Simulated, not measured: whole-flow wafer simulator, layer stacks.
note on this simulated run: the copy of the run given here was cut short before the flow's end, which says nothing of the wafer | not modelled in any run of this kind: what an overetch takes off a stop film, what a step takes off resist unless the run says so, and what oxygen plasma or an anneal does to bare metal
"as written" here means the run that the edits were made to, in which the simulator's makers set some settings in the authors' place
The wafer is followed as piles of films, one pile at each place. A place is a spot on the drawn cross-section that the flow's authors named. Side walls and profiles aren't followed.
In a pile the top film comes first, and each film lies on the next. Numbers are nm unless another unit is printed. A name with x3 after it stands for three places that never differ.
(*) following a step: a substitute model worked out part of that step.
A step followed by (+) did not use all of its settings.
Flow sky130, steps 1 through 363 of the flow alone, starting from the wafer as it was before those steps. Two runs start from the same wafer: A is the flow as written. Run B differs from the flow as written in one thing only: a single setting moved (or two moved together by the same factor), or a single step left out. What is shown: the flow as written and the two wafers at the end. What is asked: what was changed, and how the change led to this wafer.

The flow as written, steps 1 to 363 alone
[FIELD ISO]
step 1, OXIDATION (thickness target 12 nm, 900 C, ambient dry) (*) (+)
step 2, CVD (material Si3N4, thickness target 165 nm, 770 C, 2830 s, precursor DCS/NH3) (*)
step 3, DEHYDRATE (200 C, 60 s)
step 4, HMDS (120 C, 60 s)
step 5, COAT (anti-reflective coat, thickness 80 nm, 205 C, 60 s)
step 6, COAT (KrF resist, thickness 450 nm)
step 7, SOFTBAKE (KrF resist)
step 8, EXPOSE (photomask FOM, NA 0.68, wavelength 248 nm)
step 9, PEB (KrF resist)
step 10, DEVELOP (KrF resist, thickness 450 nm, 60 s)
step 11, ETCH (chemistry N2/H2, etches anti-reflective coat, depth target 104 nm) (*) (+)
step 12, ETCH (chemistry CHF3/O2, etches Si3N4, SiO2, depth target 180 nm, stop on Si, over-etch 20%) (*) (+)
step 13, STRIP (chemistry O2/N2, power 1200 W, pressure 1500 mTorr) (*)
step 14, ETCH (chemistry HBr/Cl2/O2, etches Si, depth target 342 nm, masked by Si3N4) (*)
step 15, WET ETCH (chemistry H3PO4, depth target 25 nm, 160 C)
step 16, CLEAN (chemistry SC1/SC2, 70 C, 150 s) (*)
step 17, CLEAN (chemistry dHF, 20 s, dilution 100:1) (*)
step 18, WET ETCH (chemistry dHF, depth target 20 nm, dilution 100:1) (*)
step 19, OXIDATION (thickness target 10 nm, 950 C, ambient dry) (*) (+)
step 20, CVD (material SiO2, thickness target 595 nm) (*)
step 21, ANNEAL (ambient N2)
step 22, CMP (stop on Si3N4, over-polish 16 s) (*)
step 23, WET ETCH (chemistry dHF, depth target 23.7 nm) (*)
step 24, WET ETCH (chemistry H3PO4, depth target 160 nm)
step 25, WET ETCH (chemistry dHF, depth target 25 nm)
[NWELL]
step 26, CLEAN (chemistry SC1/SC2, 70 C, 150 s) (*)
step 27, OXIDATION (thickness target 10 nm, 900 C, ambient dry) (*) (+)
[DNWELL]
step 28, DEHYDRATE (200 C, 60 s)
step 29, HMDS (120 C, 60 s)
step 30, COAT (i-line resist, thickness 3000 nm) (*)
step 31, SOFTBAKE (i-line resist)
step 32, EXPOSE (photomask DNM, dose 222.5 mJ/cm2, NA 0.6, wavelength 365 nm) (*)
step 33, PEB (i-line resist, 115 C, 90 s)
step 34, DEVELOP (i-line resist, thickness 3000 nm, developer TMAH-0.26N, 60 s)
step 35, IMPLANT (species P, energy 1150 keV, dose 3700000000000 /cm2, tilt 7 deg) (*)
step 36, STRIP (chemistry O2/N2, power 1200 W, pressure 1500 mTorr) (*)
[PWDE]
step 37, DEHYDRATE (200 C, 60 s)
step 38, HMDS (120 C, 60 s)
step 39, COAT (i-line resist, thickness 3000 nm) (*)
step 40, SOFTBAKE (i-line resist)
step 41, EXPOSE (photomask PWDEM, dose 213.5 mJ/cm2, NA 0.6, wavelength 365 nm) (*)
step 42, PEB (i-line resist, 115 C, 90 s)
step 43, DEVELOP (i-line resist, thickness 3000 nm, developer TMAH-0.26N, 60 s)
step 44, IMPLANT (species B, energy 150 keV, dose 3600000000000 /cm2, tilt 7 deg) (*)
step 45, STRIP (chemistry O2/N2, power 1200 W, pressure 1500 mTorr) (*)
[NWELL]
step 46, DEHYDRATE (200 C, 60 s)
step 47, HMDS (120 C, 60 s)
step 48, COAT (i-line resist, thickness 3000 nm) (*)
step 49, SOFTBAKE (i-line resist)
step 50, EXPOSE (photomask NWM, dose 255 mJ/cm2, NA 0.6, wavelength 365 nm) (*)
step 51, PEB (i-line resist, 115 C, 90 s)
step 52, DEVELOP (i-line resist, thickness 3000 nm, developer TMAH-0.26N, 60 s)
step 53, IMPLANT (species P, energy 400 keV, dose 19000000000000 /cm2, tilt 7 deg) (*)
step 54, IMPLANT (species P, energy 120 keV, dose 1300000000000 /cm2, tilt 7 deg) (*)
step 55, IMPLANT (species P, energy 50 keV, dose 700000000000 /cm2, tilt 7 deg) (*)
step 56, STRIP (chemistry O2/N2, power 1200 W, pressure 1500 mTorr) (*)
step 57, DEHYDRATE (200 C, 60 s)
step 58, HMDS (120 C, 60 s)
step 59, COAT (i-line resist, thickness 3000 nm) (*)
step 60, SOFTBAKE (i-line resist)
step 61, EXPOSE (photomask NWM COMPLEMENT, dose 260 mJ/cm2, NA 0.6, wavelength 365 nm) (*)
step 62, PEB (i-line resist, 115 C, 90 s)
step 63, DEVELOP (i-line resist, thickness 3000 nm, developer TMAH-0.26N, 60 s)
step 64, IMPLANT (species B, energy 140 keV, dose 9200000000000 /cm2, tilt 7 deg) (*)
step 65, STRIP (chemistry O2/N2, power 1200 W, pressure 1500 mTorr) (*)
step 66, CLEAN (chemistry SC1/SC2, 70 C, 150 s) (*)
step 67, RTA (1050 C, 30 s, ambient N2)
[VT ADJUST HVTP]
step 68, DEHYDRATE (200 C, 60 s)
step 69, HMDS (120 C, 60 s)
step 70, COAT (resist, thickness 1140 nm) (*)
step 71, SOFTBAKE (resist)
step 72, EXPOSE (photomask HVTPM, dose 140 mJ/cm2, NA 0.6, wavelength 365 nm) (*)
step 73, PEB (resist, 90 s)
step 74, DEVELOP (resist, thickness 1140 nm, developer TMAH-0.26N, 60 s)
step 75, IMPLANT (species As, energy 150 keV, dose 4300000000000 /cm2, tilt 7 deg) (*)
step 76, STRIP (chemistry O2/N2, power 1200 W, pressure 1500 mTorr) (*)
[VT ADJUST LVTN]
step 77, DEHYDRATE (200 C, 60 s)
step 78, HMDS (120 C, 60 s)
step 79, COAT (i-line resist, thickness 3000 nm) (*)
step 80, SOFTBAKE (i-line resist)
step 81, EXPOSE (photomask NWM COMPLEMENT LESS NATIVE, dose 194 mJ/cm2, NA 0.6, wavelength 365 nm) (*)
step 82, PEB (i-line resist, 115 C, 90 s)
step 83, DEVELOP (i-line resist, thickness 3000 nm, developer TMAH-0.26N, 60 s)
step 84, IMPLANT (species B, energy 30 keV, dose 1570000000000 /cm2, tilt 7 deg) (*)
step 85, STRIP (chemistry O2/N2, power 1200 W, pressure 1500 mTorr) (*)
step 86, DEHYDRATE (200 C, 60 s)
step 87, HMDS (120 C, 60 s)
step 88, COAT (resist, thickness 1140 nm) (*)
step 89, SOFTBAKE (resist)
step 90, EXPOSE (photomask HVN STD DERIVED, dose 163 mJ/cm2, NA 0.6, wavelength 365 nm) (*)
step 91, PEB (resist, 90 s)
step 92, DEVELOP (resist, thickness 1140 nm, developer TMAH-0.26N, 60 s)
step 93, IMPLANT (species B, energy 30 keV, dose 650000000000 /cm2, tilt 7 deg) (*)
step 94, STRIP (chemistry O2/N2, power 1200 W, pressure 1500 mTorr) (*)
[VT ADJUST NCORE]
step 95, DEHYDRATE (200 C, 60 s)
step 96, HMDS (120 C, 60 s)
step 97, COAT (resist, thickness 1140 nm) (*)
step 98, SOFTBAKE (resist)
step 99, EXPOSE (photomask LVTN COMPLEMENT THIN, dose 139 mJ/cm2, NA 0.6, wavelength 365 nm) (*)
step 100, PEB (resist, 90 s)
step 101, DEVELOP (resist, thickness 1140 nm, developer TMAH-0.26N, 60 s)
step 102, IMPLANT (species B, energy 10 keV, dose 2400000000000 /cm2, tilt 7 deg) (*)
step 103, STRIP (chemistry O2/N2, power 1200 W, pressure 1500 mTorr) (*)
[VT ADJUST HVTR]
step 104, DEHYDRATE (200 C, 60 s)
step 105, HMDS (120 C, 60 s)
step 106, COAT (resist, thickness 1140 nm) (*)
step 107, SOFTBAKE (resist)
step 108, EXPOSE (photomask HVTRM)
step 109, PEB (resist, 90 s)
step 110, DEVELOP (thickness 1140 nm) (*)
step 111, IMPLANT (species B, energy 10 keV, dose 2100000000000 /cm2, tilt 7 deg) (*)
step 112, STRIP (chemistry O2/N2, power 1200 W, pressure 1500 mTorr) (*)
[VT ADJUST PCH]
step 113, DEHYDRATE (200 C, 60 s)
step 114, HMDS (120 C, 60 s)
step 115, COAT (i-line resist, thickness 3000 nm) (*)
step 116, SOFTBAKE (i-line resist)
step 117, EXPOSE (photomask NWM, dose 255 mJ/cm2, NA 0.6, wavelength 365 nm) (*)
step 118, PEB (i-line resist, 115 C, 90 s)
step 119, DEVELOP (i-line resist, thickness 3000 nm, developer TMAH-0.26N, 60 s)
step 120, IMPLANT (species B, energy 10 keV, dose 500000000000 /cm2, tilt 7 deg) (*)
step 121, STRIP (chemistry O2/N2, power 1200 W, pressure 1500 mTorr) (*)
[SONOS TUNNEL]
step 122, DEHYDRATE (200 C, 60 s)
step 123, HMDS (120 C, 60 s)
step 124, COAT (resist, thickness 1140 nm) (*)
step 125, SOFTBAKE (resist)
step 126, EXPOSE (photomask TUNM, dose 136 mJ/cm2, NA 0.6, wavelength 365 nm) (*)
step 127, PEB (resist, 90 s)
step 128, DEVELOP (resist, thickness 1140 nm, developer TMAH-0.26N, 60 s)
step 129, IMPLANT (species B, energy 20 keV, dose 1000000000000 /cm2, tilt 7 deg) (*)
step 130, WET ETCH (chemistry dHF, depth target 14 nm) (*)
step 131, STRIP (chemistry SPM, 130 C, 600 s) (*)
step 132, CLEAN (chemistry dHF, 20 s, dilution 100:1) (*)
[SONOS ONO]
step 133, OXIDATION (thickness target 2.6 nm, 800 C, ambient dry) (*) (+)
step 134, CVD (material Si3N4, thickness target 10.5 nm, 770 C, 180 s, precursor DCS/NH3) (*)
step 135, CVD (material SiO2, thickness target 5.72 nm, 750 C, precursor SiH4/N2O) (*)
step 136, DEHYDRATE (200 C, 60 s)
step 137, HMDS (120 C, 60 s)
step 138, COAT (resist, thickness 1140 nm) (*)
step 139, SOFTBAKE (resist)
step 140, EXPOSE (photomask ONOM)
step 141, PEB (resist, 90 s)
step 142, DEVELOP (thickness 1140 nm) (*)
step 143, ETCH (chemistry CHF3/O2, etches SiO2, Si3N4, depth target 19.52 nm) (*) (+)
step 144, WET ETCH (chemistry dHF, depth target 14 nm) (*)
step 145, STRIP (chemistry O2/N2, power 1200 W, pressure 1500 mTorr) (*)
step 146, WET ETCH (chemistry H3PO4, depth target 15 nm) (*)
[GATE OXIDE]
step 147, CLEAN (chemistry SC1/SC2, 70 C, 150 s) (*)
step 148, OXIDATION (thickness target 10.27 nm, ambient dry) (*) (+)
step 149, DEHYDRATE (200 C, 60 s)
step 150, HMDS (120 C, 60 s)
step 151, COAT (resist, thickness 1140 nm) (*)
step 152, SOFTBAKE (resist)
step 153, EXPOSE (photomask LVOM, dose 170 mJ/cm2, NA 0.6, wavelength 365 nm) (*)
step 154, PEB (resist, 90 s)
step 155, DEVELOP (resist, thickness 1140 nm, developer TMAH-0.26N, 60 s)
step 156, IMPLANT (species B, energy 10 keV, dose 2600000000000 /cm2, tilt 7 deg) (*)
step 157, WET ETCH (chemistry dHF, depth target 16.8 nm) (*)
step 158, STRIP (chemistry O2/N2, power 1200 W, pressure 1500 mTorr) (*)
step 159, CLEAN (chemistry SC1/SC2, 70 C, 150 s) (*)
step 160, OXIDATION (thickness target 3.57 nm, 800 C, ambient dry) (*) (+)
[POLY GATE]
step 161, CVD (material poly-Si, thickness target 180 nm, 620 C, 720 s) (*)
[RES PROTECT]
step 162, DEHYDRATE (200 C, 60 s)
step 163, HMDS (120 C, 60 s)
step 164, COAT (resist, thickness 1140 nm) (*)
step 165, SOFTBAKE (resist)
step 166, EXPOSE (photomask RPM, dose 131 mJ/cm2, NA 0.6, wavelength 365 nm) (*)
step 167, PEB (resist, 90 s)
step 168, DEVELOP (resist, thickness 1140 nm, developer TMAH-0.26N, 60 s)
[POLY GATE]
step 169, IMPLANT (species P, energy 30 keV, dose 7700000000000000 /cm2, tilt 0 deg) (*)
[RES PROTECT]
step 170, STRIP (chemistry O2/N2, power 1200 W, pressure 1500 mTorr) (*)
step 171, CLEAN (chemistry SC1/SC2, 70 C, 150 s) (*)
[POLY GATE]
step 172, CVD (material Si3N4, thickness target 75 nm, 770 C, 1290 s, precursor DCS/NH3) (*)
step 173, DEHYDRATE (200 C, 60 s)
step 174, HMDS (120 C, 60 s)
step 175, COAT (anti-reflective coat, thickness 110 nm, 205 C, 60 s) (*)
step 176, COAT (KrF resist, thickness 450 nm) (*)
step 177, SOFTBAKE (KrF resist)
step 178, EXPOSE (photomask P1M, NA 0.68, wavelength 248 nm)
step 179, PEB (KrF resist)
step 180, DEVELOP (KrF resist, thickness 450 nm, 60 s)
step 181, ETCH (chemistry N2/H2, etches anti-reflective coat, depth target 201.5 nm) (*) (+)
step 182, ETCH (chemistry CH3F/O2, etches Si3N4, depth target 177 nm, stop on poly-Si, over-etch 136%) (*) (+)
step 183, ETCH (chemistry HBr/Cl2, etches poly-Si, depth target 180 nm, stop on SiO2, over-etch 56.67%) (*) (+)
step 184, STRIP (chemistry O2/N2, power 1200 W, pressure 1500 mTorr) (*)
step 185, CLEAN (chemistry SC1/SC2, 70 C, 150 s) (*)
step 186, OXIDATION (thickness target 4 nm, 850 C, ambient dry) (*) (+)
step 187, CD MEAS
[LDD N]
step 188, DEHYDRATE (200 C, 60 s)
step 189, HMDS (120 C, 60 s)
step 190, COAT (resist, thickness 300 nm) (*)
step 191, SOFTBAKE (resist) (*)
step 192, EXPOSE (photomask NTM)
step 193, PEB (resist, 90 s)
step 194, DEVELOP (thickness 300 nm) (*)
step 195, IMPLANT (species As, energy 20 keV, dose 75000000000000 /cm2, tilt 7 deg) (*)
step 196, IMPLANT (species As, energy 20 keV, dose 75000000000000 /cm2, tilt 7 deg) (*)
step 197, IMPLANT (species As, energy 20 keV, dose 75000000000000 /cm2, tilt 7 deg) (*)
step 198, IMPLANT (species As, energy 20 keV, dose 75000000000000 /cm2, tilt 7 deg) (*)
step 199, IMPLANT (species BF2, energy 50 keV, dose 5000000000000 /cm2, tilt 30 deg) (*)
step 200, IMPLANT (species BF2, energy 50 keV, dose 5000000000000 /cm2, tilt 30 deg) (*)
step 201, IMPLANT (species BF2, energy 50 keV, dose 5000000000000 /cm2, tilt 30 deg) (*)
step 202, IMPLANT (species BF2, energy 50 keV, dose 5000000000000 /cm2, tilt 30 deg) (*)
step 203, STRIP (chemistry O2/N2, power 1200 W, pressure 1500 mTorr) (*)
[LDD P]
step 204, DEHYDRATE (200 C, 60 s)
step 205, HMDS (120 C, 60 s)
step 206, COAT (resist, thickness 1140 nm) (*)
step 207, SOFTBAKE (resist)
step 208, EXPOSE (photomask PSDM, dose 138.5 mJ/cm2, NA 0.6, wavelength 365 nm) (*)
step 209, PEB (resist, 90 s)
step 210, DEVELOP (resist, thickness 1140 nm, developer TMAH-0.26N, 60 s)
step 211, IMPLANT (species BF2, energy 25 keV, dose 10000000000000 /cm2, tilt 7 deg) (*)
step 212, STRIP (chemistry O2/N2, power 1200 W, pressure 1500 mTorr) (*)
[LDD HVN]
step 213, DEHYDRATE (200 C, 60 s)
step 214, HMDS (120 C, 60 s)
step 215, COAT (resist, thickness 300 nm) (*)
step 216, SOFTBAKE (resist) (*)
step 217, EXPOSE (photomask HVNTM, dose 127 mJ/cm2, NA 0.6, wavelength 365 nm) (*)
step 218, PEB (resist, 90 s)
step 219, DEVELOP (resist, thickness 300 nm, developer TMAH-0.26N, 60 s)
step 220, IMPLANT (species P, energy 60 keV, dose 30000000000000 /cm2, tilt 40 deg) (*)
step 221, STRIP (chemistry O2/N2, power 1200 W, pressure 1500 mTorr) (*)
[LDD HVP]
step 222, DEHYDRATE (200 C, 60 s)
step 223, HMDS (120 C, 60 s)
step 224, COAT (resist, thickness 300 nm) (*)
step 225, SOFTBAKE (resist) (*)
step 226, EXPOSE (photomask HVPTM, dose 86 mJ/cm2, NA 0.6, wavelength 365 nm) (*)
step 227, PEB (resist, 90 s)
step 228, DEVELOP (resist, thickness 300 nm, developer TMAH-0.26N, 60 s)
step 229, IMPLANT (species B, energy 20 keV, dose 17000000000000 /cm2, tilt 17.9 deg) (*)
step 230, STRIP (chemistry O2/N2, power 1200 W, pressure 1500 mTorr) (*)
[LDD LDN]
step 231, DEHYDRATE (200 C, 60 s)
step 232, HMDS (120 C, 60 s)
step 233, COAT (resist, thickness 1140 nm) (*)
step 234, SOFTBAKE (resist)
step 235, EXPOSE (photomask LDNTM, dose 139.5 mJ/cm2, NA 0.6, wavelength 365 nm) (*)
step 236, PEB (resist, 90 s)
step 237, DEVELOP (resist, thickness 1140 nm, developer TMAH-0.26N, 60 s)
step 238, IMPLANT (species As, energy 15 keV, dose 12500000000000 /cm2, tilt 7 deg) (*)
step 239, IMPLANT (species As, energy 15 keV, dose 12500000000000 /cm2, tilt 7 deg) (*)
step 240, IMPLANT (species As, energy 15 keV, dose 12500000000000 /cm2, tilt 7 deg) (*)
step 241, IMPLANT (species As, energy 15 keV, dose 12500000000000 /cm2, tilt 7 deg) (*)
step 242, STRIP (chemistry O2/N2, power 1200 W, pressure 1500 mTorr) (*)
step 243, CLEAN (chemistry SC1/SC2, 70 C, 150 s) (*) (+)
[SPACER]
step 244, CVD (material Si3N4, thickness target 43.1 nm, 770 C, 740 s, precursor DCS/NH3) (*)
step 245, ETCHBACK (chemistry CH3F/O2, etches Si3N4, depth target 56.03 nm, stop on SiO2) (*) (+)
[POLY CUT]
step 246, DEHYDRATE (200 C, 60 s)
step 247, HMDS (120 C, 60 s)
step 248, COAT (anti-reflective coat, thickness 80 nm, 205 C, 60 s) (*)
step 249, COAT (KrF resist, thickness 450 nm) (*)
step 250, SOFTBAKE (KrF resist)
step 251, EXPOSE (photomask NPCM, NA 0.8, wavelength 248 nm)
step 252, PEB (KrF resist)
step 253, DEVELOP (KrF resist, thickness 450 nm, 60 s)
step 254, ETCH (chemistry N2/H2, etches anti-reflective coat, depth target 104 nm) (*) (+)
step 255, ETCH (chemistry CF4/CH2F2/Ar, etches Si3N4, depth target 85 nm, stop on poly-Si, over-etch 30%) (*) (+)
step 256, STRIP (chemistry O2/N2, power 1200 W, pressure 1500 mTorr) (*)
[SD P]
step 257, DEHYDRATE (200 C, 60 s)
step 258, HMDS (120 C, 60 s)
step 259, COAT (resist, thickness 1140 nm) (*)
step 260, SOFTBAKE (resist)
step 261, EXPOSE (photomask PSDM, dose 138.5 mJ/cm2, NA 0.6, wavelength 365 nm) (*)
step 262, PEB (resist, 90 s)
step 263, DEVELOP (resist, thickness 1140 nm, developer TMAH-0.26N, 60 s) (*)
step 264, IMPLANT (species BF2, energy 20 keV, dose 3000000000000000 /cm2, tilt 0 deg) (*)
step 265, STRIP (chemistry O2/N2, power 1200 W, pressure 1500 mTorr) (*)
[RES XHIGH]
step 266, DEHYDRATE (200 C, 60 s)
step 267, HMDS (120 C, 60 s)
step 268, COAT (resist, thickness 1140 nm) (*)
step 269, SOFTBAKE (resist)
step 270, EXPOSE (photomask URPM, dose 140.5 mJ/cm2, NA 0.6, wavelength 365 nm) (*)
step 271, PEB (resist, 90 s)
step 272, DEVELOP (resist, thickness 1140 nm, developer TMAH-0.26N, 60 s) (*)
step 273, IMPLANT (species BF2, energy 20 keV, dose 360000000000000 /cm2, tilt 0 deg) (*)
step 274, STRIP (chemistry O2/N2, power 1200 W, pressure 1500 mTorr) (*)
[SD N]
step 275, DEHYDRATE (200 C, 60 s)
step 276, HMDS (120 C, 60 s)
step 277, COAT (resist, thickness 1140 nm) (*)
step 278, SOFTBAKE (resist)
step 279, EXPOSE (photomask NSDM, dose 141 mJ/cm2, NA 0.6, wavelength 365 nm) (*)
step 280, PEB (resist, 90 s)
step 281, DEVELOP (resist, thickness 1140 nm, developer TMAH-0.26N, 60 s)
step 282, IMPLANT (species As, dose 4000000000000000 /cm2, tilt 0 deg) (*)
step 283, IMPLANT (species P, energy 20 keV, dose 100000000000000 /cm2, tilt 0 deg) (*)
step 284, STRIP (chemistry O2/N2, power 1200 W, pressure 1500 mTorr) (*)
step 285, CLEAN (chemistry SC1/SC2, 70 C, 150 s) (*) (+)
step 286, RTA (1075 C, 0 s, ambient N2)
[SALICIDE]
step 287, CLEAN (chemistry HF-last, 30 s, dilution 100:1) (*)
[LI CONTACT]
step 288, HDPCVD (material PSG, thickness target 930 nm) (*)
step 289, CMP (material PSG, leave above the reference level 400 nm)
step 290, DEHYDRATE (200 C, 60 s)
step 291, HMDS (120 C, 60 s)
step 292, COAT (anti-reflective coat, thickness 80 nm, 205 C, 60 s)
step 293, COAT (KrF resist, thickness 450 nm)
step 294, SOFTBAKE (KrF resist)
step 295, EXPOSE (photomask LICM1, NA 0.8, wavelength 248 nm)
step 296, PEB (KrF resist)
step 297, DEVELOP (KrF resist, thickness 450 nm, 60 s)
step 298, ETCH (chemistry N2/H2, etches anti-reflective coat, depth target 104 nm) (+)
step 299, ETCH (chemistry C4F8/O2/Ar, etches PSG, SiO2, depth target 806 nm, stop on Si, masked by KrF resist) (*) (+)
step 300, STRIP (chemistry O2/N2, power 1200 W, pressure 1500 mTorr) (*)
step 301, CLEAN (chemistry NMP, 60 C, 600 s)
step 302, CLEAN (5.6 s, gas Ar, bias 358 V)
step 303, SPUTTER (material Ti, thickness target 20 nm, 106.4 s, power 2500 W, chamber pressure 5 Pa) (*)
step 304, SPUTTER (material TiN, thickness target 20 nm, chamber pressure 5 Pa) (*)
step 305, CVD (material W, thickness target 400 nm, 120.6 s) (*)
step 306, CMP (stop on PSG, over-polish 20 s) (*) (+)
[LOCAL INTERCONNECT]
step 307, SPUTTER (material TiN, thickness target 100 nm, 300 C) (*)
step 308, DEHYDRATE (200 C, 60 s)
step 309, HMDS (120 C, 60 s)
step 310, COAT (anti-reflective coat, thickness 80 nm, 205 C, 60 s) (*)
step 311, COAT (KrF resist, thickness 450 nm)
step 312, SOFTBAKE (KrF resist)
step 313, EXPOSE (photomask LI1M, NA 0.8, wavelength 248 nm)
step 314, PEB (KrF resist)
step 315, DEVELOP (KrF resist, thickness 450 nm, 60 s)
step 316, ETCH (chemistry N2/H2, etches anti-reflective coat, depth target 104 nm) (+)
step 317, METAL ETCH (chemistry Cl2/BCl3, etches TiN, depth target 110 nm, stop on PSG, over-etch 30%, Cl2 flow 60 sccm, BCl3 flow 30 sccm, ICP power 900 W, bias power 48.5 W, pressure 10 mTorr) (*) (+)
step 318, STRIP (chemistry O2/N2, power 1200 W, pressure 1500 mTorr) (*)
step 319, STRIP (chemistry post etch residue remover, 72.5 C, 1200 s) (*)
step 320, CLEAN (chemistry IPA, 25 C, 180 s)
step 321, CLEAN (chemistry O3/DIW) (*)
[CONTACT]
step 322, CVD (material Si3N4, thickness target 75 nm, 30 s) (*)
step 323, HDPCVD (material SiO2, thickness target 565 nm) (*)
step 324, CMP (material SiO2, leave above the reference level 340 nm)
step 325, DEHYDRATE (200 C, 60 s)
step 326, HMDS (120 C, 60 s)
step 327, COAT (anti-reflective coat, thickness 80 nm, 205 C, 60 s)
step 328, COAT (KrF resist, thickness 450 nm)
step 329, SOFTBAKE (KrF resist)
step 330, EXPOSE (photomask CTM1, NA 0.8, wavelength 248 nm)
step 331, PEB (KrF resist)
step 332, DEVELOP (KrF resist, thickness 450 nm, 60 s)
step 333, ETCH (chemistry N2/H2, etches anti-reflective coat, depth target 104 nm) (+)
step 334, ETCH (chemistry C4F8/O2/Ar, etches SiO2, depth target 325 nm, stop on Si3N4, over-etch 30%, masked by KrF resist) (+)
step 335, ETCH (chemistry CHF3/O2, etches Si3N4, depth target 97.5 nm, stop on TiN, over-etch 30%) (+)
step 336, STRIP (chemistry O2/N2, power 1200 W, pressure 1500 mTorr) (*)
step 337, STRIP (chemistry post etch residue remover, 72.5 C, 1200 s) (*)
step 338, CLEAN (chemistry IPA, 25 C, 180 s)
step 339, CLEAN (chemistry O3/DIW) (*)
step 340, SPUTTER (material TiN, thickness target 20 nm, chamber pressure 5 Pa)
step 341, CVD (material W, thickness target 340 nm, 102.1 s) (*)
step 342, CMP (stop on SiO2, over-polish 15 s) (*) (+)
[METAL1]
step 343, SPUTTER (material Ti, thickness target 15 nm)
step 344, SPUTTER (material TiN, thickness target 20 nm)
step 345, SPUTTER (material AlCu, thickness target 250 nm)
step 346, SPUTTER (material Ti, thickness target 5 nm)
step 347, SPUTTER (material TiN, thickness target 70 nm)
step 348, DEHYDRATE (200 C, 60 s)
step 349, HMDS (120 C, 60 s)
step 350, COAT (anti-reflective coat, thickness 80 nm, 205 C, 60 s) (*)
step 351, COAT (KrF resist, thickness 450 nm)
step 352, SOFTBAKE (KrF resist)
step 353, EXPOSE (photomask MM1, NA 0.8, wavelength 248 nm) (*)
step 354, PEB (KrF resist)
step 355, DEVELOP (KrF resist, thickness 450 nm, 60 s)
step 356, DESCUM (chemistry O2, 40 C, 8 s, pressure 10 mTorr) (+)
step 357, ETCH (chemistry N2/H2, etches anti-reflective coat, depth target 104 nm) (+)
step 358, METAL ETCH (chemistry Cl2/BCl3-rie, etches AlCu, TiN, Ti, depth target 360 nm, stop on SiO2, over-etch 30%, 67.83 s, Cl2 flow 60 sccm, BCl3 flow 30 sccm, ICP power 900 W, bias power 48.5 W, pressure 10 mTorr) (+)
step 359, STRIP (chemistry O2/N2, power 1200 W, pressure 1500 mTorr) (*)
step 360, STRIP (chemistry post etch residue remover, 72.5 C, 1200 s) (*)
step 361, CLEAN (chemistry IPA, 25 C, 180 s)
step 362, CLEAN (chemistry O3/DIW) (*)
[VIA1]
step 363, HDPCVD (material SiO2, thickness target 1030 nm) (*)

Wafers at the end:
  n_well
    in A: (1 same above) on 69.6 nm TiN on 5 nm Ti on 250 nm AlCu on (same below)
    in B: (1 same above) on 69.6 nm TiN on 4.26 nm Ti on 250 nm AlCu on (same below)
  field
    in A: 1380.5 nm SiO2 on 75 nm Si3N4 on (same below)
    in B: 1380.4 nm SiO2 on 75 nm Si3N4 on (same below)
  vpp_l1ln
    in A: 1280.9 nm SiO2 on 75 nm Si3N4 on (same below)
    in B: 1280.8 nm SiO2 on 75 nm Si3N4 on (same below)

Cause: step 346, SPUTTER: thickness target 4.26 nm was run, while the flow as written has thickness target 5 nm.
One can read it off the wafer: n_well has Ti 4.26, and step 346 as written asks for 5 nm.

Step by step, how the change led to this:
  step 346, SPUTTER (material Ti, thickness target 5 nm)
      field, active, n_well and 188 more: A Ti gains 5 (new film) | B Ti gains 4.26 (new film)
  step 358, METAL ETCH (chemistry Cl2/BCl3-rie, etches AlCu, TiN, Ti, depth target 360 nm, stop on SiO2, over-etch 30%, 67.83 s, Cl2 flow 60 sccm, BCl3 flow 30 sccm, ICP power 900 W, bias power 48.5 W, pressure 10 mTorr) (+)
      field, active, gate and 81 more: A TiN loses 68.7 (all of it), Ti loses 5 (all of it), AlCu loses 250 (all of it), TiN loses 20 (all of it), Ti loses 15 (all of it), SiO2 loses 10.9 | B TiN loses 68.7 (all of it), Ti loses 4.26 (all of it), AlCu loses 250 (all of it), TiN loses 20 (all of it), Ti loses 15 (all of it), SiO2 loses 11
